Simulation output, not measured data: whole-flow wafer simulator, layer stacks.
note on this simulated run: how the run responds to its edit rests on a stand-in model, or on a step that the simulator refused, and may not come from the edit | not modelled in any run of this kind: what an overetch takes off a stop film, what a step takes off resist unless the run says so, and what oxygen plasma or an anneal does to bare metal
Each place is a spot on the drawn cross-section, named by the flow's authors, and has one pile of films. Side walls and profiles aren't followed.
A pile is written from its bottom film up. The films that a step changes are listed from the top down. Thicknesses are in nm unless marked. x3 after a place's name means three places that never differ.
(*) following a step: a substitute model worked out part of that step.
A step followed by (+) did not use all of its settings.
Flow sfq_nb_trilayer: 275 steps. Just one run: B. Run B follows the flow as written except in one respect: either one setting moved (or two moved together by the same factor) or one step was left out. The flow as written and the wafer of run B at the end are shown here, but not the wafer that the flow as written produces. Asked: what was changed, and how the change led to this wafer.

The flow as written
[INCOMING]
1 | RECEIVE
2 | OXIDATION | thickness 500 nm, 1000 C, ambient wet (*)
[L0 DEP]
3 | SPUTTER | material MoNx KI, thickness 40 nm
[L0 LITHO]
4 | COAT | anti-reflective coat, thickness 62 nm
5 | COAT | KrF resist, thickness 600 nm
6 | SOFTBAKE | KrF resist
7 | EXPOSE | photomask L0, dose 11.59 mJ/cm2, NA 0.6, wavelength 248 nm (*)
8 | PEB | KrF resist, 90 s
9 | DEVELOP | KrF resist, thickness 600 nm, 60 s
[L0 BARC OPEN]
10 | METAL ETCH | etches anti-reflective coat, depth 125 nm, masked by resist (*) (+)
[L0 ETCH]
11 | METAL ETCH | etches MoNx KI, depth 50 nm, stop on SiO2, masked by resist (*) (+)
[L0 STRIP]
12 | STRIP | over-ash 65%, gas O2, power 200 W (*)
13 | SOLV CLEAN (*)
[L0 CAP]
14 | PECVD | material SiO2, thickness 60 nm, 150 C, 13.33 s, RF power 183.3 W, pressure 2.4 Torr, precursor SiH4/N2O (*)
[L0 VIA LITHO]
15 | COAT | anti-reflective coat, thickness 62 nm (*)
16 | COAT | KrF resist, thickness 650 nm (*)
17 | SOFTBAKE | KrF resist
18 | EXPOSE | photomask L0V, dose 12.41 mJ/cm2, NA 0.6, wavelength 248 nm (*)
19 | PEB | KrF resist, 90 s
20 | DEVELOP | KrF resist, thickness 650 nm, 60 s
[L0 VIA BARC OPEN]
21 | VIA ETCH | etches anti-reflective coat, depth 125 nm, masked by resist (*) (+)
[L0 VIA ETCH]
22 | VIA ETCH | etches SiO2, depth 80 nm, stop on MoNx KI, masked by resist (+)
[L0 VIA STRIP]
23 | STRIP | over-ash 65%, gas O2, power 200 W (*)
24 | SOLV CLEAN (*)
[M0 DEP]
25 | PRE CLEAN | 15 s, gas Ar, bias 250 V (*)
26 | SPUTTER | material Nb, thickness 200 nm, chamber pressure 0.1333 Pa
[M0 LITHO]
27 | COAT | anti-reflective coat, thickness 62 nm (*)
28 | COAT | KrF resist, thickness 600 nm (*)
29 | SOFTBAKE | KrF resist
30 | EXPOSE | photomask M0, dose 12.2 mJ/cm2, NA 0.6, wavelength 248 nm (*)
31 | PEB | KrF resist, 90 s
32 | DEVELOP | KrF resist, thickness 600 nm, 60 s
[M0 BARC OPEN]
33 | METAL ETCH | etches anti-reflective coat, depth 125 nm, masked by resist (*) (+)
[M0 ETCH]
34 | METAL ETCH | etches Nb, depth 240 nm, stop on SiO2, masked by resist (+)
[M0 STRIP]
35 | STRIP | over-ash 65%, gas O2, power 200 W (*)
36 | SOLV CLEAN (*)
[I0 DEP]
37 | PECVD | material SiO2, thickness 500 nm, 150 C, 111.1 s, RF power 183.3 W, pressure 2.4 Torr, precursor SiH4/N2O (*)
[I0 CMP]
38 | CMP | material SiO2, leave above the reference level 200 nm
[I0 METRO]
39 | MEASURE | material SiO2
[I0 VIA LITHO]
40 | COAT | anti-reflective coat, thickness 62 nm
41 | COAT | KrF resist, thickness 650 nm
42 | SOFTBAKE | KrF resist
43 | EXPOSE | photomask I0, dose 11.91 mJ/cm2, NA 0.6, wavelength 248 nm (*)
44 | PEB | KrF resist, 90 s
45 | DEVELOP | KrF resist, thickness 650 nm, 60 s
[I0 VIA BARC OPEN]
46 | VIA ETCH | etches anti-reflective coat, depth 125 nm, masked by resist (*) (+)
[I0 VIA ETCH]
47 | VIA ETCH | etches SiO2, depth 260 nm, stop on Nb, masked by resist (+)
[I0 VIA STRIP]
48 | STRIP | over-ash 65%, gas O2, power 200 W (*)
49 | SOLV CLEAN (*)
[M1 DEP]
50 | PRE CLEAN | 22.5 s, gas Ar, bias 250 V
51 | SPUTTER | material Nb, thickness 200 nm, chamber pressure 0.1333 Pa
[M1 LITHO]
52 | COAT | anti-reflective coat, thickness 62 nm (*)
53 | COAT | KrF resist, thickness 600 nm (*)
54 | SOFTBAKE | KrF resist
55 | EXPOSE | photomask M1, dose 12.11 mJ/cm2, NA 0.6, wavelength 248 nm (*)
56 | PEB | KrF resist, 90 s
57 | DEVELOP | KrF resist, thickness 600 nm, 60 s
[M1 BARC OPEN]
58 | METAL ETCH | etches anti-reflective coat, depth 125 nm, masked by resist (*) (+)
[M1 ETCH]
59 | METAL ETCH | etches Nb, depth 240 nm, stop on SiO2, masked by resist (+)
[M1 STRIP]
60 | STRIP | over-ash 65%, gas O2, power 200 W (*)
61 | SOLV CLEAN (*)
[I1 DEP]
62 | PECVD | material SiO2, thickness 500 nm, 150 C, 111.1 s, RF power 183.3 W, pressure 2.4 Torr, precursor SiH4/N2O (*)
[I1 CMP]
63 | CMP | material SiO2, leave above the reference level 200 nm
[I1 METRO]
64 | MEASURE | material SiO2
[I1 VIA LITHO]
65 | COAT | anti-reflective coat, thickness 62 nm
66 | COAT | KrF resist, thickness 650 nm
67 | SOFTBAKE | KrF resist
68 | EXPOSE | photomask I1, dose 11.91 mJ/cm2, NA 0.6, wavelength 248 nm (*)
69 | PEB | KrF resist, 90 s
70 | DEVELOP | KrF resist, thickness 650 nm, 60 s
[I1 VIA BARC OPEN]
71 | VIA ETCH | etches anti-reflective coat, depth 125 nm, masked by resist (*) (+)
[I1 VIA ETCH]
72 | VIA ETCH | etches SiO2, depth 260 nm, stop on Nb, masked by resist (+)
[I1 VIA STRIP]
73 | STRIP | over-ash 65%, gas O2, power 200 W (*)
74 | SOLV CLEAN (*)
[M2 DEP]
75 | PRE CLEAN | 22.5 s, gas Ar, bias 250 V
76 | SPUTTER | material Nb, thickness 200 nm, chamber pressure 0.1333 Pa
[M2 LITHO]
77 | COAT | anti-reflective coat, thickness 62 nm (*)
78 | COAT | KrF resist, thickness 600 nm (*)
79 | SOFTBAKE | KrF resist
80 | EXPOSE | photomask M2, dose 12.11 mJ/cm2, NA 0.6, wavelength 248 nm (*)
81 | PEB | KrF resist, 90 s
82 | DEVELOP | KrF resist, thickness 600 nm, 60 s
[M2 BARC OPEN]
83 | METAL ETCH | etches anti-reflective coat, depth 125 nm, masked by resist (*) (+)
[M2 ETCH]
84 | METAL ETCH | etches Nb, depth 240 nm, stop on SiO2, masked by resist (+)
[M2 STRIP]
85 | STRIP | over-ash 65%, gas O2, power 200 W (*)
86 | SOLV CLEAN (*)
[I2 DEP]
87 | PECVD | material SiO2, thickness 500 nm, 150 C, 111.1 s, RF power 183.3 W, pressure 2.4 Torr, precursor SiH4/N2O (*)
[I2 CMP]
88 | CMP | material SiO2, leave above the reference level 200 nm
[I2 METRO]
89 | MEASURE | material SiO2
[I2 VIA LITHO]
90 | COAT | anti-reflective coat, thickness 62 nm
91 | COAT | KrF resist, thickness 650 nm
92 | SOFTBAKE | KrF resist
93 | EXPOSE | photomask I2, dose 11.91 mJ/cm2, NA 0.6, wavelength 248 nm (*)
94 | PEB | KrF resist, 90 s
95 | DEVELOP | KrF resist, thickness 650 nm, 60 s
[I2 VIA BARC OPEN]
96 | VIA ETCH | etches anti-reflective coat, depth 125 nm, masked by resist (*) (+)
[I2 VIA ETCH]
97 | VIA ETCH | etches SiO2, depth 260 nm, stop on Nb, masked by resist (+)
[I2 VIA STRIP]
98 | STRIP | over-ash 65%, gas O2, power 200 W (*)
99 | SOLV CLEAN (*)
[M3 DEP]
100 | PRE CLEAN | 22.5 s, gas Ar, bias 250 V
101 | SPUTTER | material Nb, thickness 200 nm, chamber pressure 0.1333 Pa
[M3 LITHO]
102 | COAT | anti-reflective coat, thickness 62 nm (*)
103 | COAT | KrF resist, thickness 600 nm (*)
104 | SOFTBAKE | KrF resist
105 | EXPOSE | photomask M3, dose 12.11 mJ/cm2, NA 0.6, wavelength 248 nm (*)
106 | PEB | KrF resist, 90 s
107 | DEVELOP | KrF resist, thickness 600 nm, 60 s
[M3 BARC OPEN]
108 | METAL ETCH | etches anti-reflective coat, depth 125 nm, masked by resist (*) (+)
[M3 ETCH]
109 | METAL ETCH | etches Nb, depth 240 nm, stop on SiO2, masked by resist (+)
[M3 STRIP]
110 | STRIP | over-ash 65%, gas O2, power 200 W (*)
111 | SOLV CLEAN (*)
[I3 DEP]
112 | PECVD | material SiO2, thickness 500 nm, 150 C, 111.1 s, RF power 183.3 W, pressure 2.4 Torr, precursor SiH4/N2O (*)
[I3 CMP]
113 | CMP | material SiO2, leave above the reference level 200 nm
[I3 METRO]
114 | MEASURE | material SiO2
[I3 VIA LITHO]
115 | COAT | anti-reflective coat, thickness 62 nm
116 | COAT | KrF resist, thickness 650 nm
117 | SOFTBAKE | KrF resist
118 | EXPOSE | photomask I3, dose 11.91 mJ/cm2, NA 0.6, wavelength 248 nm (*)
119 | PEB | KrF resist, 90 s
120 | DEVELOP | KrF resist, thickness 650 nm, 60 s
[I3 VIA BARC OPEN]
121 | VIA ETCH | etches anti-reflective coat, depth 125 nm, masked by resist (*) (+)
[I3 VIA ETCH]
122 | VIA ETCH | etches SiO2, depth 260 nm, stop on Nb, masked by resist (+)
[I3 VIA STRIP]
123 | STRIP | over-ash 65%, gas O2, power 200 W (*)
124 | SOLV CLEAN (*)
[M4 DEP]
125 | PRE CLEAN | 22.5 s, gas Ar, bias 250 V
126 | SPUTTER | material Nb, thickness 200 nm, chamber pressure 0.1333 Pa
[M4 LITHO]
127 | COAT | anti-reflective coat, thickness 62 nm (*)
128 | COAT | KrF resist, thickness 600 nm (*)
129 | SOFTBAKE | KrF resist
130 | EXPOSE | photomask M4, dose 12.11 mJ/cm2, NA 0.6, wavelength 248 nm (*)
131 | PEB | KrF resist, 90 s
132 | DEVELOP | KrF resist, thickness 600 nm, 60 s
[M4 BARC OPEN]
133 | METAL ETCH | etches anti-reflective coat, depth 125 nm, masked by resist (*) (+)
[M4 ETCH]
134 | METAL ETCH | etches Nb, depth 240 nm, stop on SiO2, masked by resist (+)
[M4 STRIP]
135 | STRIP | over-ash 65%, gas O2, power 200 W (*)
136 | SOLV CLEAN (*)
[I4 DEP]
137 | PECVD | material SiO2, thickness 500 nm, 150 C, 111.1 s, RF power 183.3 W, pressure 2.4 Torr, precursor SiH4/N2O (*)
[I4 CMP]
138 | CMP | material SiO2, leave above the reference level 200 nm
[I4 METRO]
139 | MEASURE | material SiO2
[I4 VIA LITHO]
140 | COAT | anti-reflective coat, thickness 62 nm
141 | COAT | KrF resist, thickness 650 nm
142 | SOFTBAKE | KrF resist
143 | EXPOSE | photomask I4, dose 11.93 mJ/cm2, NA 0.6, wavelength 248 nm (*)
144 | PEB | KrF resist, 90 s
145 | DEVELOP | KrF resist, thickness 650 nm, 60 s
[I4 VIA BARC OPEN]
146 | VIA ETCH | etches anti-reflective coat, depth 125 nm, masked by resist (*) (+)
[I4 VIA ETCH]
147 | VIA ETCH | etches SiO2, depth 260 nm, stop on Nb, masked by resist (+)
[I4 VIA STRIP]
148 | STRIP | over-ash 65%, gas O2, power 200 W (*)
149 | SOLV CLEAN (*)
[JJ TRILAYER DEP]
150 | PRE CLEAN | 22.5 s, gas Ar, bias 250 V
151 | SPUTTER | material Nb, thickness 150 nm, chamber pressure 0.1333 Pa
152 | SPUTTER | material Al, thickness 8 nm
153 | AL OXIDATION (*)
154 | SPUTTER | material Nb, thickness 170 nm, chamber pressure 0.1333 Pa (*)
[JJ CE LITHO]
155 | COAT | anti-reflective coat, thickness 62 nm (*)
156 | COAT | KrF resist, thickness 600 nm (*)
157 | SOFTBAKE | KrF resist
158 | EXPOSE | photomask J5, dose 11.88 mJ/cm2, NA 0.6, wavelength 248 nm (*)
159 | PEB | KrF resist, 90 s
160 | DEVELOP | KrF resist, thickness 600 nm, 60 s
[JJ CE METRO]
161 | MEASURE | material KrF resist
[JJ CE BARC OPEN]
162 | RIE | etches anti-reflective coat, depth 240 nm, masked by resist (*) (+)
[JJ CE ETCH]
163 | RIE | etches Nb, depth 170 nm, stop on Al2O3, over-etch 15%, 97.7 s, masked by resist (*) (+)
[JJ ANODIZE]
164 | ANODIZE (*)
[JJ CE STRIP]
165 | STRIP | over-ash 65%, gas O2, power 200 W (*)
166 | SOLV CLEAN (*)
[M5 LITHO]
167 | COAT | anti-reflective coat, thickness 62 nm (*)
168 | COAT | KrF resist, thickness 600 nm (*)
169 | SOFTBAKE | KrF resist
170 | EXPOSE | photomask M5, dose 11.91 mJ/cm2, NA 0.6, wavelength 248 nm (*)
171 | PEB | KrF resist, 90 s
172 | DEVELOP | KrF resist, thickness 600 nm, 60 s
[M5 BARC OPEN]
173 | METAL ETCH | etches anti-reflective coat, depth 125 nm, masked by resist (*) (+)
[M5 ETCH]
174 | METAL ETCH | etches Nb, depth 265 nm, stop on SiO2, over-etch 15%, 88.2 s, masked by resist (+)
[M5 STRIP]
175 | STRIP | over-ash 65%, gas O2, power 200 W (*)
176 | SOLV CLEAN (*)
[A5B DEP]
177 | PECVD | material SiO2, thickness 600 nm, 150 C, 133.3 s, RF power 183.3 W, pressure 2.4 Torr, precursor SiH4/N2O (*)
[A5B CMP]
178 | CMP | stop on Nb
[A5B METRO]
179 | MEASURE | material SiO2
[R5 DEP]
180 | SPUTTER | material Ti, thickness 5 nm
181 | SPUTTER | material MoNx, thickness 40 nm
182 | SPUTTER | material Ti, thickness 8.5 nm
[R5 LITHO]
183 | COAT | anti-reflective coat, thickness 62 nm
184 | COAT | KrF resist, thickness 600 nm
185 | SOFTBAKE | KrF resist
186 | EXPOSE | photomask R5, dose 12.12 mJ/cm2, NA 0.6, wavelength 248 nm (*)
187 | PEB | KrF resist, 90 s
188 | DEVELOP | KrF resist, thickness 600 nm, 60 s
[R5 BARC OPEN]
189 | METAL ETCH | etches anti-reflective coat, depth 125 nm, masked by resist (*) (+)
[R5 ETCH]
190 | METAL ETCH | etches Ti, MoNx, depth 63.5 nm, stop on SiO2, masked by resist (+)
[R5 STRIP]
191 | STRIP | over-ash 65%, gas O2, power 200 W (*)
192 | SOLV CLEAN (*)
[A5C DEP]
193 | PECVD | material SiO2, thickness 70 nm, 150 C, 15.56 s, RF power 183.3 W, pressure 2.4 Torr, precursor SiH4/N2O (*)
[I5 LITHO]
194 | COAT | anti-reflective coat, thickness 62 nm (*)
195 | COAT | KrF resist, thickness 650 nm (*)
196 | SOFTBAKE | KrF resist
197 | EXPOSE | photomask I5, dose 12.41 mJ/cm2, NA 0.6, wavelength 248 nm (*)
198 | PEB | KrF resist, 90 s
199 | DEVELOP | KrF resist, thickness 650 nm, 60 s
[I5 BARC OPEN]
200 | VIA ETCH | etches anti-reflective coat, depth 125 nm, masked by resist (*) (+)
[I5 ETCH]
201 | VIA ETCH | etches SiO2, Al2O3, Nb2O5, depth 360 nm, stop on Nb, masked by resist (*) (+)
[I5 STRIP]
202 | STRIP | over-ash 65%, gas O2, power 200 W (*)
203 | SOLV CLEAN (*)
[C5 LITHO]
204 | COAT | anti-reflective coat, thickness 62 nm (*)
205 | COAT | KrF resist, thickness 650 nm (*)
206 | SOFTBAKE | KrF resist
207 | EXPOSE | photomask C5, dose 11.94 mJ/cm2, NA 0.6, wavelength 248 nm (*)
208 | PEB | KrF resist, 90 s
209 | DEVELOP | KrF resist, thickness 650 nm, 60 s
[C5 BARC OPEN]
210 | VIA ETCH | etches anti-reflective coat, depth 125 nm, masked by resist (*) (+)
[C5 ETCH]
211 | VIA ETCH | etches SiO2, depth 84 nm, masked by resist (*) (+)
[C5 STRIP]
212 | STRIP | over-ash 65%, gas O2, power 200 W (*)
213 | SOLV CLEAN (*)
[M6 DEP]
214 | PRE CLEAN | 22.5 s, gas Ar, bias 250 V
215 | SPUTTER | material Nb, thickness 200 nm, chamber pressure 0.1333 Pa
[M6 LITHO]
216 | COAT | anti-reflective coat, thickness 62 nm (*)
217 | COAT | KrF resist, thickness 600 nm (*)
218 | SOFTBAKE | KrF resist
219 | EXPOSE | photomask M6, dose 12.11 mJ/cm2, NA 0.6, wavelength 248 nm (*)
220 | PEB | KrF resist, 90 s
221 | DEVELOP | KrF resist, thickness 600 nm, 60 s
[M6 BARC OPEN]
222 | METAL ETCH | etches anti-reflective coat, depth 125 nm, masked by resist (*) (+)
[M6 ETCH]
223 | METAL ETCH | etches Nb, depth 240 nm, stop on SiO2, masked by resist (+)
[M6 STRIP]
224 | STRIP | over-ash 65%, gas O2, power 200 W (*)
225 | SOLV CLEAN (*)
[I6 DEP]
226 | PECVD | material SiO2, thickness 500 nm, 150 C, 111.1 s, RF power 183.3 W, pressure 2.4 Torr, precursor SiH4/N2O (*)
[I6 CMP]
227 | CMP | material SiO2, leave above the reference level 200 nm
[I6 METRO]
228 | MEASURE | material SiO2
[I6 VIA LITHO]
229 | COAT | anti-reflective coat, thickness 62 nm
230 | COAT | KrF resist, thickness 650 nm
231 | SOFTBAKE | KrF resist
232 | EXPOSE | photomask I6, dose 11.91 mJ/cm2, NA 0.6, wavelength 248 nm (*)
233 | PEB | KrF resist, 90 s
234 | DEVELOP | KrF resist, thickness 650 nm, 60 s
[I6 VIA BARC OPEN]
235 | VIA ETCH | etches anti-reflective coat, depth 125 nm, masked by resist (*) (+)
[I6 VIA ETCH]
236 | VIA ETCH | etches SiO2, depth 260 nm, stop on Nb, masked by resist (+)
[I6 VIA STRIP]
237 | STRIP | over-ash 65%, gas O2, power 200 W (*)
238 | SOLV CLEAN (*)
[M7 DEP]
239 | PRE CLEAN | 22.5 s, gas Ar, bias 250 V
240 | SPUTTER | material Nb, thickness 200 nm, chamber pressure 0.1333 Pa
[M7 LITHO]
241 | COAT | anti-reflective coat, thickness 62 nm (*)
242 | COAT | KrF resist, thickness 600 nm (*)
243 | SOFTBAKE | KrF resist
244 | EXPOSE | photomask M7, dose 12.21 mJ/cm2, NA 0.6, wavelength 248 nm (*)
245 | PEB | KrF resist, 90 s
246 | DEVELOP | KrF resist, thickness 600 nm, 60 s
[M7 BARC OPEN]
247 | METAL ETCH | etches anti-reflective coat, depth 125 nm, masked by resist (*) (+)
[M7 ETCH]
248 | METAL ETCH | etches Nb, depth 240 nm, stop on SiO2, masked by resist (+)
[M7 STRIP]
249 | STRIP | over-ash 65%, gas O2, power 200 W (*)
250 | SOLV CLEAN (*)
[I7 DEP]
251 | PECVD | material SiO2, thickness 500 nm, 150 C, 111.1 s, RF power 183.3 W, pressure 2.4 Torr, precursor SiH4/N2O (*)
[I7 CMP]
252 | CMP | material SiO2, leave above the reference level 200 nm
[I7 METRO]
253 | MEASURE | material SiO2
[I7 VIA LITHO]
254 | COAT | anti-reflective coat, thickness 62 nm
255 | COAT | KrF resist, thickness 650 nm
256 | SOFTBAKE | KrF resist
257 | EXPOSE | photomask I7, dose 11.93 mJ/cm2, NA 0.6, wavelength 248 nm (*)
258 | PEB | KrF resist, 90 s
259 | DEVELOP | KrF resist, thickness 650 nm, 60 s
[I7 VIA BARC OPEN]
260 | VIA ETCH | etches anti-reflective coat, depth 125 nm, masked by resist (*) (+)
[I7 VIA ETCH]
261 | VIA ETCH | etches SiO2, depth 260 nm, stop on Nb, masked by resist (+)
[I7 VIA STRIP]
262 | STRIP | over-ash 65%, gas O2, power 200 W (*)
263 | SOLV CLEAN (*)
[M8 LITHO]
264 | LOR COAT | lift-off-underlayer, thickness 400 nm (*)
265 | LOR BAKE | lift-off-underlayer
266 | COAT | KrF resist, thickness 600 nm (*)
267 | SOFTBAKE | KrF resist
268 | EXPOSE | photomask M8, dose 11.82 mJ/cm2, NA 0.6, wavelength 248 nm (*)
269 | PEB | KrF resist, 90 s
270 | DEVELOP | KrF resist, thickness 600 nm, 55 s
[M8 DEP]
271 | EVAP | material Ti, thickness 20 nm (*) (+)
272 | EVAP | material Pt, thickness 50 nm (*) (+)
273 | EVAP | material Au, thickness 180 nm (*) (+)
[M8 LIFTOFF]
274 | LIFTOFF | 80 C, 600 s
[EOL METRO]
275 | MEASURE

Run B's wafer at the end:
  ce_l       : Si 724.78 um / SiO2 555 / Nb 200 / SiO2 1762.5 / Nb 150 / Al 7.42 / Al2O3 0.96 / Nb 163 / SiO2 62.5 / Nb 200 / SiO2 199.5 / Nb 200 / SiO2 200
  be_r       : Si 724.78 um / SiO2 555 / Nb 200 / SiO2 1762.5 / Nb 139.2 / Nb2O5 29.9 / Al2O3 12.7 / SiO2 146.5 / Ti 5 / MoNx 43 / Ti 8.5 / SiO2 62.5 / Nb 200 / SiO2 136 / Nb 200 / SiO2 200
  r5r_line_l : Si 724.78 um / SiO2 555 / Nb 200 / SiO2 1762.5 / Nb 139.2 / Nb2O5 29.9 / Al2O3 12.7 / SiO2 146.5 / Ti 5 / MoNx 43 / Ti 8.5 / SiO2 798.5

Cause: step 181, SPUTTER: thickness 43 nm was run, while the flow as written has thickness 40 nm.
The wafer lets one read it off: be_r has MoNx 43, and step 181 as written asks for 40 nm.

How this came from the change, step by step:
  181 | SPUTTER | material MoNx, thickness 40 nm
      field_l, v_sur, via_wl and 103 more: MoNx gains 43 (new film) (as written it would have been: MoNx gains 40 (new film))
  190 | METAL ETCH | etches Ti, MoNx, depth 63.5 nm, stop on SiO2, masked by resist (+)
      field_l, v_sur, via_wl and 92 more: Ti loses 8.5 (all of it), MoNx loses 43 (all of it), Ti loses 5 (all of it) (as written it would have been: Ti loses 8.5 (all of it), MoNx loses 40 (all of it), Ti loses 5 (all of it))
      ce_l, c5j, ce_r, wl_jj: Ti loses 8.5 (all of it), MoNx loses 43 (all of it), Ti loses 5 (all of it), Nb loses 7 (as written it would have been: Ti loses 8.5 (all of it), MoNx loses 40 (all of it), Ti loses 5 (all of it), Nb loses 10)
  194 | COAT | anti-reflective coat, thickness 62 nm (*)
      ce_l: anti-reflective coat gains 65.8 (new film) (as written it would have been: anti-reflective coat gains 67.2 (new film))
      ce_r: anti-reflective coat gains 66.7 (new film) (as written it would have been: anti-reflective coat gains 68.1 (new film))
  202 | STRIP | over-ash 65%, gas O2, power 200 W (*)
      ce_l: KrF resist loses 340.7 (all of it), anti-reflective coat loses 65.8 (all of it) (as written it would have been: KrF resist loses 341.5 (all of it), anti-reflective coat loses 67.2 (all of it))
      ce_r: KrF resist loses 345.6 (all of it), anti-reflective coat loses 66.7 (all of it) (as written it would have been: KrF resist loses 346.1 (all of it), anti-reflective coat loses 68.1 (all of it))
  204 | COAT | anti-reflective coat, thickness 62 nm (*)
      ce_r: anti-reflective coat gains 65.7 (new film) (as written it would have been: anti-reflective coat gains 67.2 (new film))
  212 | STRIP | over-ash 65%, gas O2, power 200 W (*)
      ce_r: KrF resist loses 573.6 (all of it), anti-reflective coat loses 65.7 (all of it) (as written it would have been: KrF resist loses 573.7 (all of it), anti-reflective coat loses 67.2 (all of it))
  216 | COAT | anti-reflective coat, thickness 62 nm (*)
      sp_r: anti-reflective coat gains 67.4 (new film) (as written it would have been: anti-reflective coat gains 65.9 (new film))
  224 | STRIP | over-ash 65%, gas O2, power 200 W (*)
      sp_r: KrF resist loses 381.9 (all of it), anti-reflective coat loses 67.4 (all of it) (as written it would have been: KrF resist loses 382 (all of it), anti-reflective coat loses 65.9 (all of it))
